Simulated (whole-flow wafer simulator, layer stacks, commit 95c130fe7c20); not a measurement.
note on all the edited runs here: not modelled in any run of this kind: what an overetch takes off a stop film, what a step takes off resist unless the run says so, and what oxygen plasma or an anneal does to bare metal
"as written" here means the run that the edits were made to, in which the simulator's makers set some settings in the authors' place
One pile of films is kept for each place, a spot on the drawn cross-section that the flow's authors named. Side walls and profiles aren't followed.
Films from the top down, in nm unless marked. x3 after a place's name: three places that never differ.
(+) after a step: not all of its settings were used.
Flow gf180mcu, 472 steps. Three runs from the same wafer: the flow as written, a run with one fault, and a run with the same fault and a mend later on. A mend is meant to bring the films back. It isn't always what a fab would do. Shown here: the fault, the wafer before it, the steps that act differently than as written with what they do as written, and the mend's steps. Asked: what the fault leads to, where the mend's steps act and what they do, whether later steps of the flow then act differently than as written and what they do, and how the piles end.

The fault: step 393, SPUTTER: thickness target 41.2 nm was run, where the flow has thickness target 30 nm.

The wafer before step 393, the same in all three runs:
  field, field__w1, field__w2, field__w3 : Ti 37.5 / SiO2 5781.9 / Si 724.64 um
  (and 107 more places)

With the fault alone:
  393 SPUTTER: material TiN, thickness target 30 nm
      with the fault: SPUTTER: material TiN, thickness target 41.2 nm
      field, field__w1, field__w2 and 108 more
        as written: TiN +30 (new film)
        with the fault: TiN +41.2 (new film)
  Later steps of the flow that act differently than as written (1 more step differs only slightly, by at most 2% or 0.5 nm, whichever is larger, and isn't shown):
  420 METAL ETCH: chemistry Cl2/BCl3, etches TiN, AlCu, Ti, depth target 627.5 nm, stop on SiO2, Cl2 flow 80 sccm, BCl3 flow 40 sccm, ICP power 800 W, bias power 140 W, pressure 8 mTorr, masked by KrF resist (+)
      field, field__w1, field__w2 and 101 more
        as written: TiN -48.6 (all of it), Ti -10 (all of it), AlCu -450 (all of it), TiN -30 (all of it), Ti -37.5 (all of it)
        with the fault: TiN -48.6 (all of it), Ti -10 (all of it), AlCu -450 (all of it), TiN -41.2 (all of it), Ti -37.5 (all of it)
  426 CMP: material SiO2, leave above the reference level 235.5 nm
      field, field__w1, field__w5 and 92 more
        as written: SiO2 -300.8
        with the fault: SiO2 -289.6
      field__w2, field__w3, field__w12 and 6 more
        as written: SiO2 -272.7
        with the fault: SiO2 -261
  At the end the piles differ from the flow's by more than 2% or 0.5 nm, whichever is larger, at field__w4, field__w8, contact, m1, m1__w1, mim, mim_1p0, m1_nw.
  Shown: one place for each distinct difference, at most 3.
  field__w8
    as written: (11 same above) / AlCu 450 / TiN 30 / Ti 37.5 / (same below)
    with the fault: (11 same above) / AlCu 450 / TiN 41.2 / Ti 37.5 / (same below)
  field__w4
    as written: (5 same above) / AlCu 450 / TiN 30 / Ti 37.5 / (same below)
    with the fault: (5 same above) / AlCu 450 / TiN 41.2 / Ti 37.5 / (same below)
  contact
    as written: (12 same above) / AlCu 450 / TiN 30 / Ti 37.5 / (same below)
    with the fault: (12 same above) / AlCu 450 / TiN 41.2 / Ti 37.5 / (same below)

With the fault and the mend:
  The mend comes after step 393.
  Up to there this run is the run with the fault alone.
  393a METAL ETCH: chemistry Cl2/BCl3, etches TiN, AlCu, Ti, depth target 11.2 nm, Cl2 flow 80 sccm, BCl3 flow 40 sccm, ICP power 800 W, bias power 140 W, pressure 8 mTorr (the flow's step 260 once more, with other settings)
      field, field__w1, field__w2 and 108 more
        TiN -11.2
  No later step of the flow acts differently than as written at any place that is followed.
  At the end the piles are the same as the flow's at every place that both follow.
